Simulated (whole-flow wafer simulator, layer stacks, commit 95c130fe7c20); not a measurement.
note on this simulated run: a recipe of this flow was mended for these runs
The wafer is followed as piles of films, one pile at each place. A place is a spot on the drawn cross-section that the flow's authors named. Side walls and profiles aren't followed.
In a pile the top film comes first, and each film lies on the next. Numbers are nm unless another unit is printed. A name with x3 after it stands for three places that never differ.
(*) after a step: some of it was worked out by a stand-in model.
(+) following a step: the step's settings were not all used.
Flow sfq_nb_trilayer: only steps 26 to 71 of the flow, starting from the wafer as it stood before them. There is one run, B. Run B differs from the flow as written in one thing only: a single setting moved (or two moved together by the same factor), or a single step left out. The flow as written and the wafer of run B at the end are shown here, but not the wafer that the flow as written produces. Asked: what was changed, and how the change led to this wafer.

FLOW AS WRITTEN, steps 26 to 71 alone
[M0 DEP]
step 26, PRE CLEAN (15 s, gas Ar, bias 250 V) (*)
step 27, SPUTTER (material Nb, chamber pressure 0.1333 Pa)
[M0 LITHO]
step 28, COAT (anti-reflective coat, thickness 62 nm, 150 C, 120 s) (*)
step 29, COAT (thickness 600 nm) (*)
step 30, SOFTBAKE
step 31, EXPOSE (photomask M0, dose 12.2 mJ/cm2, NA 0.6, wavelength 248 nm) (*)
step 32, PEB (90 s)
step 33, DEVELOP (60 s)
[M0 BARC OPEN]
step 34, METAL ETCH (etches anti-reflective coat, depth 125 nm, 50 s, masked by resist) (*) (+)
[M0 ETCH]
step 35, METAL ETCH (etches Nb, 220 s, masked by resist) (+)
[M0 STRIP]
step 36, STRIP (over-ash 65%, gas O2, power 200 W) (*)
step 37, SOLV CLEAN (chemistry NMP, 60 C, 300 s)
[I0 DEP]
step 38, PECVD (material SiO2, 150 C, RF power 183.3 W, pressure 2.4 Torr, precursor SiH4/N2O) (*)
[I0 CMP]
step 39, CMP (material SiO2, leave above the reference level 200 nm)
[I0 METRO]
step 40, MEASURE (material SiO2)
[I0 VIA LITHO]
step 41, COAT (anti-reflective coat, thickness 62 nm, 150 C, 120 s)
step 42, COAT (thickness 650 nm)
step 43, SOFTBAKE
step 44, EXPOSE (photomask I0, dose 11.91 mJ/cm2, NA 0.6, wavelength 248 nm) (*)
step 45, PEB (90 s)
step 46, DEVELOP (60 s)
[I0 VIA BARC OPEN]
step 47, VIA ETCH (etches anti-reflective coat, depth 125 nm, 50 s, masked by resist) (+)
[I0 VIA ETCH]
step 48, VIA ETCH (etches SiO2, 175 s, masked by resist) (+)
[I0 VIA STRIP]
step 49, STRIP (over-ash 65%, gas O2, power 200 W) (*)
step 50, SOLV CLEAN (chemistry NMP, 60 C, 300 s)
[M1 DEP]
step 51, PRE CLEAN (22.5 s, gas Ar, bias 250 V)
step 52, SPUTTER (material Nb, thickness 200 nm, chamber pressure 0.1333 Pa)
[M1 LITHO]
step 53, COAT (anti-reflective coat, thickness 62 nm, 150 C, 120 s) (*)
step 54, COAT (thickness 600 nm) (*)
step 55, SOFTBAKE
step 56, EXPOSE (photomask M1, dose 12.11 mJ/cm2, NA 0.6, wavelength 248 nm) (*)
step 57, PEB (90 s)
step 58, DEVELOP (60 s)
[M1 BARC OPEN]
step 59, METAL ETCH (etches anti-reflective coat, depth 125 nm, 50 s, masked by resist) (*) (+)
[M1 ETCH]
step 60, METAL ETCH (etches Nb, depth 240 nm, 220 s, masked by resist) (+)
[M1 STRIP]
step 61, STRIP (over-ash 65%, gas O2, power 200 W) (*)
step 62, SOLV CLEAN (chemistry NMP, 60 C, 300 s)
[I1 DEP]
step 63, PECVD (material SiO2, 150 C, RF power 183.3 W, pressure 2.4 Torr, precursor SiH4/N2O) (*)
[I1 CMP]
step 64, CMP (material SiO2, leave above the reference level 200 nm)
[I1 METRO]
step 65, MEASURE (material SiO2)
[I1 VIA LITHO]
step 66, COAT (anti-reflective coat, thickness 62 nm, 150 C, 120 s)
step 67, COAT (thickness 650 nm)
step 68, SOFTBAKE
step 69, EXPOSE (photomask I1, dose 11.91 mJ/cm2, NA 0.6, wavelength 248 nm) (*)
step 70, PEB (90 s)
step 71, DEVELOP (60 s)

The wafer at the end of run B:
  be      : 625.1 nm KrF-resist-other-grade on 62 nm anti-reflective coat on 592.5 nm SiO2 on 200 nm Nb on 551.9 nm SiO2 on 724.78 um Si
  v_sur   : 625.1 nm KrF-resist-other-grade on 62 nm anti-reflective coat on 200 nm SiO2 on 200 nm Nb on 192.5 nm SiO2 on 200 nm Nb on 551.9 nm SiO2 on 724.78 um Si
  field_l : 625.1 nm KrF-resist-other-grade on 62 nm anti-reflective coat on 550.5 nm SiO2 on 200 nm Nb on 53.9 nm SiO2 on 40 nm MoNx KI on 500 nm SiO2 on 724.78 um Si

What caused this: step 26, PRE CLEAN: 16.9 s was run, though the flow has 15 s; step 26, PRE CLEAN: bias 282 V was run, where the flow has bias 250 V.

The path from the change to this, step by step:
  step 26, PRE CLEAN (15 s, gas Ar, bias 250 V) (*)
      field_l, v_sur, via_wl and 102 more: -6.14 SiO2 (in the flow as written it would be: -5 SiO2)
      l0v: -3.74 MoNx KI (in the flow as written it would be: -2.91 MoNx KI)
